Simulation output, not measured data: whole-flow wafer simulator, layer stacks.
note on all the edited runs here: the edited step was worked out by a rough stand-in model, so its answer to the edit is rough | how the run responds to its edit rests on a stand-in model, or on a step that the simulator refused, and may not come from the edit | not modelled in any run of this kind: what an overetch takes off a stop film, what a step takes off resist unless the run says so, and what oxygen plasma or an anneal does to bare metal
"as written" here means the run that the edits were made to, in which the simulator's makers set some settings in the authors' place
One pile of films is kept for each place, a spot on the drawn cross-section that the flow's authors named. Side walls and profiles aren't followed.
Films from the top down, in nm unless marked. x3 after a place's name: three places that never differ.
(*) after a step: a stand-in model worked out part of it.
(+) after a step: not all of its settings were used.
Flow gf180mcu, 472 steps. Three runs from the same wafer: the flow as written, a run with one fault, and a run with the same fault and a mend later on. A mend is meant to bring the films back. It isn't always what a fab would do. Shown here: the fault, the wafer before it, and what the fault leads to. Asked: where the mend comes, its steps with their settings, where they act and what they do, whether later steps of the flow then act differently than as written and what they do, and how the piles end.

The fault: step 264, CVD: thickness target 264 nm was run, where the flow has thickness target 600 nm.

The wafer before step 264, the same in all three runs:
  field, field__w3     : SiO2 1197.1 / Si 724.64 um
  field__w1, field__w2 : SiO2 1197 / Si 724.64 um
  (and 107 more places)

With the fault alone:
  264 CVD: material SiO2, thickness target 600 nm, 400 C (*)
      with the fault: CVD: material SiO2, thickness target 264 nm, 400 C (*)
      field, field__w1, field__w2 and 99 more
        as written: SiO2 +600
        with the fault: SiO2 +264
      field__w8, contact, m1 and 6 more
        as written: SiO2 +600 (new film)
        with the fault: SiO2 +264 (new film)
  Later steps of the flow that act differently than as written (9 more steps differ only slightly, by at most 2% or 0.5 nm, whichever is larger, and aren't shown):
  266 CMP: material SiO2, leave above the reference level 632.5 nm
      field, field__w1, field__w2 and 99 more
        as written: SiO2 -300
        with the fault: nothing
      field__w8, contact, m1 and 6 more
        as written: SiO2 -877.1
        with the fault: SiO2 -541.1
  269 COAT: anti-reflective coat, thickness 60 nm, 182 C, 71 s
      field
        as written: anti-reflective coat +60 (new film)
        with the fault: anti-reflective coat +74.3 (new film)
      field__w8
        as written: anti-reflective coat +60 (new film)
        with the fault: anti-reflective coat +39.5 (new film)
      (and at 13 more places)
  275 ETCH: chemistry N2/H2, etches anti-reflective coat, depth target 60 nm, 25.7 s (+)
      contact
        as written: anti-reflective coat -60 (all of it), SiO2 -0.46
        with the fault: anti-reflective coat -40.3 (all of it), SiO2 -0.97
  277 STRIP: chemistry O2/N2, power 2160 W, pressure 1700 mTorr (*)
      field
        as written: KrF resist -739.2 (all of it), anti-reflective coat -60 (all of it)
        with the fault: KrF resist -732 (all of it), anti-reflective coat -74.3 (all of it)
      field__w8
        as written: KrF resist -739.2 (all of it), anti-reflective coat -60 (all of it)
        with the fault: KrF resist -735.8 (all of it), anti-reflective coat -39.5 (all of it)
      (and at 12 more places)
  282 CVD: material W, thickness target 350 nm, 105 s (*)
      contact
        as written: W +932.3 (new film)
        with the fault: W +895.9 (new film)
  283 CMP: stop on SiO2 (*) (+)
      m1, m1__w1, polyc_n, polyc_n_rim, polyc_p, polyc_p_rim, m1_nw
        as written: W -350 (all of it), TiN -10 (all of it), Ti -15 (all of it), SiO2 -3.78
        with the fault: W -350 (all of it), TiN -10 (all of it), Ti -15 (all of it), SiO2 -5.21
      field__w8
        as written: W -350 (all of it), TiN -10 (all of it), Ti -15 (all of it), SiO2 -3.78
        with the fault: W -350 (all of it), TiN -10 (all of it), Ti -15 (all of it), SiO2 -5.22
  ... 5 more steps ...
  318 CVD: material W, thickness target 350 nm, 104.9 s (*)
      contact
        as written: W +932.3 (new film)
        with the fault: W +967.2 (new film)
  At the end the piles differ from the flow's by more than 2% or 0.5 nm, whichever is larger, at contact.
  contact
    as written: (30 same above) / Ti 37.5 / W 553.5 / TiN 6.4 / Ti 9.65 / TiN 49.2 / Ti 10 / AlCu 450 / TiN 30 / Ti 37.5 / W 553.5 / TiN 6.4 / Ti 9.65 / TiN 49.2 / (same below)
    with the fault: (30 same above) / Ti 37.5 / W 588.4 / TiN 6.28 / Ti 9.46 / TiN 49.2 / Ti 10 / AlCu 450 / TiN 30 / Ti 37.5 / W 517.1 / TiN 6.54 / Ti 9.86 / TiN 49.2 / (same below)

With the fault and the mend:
  The mend comes after step 264.
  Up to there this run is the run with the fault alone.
  264a CVD: material SiO2, thickness target 336 nm, 400 C (*) (the flow's step 264 once more, with other settings)
      field, field__w1, field__w2 and 108 more
        SiO2 +336
  No later step of the flow acts differently than as written at any place that is followed.
  At the end the piles are the same as the flow's at every place that both follow.
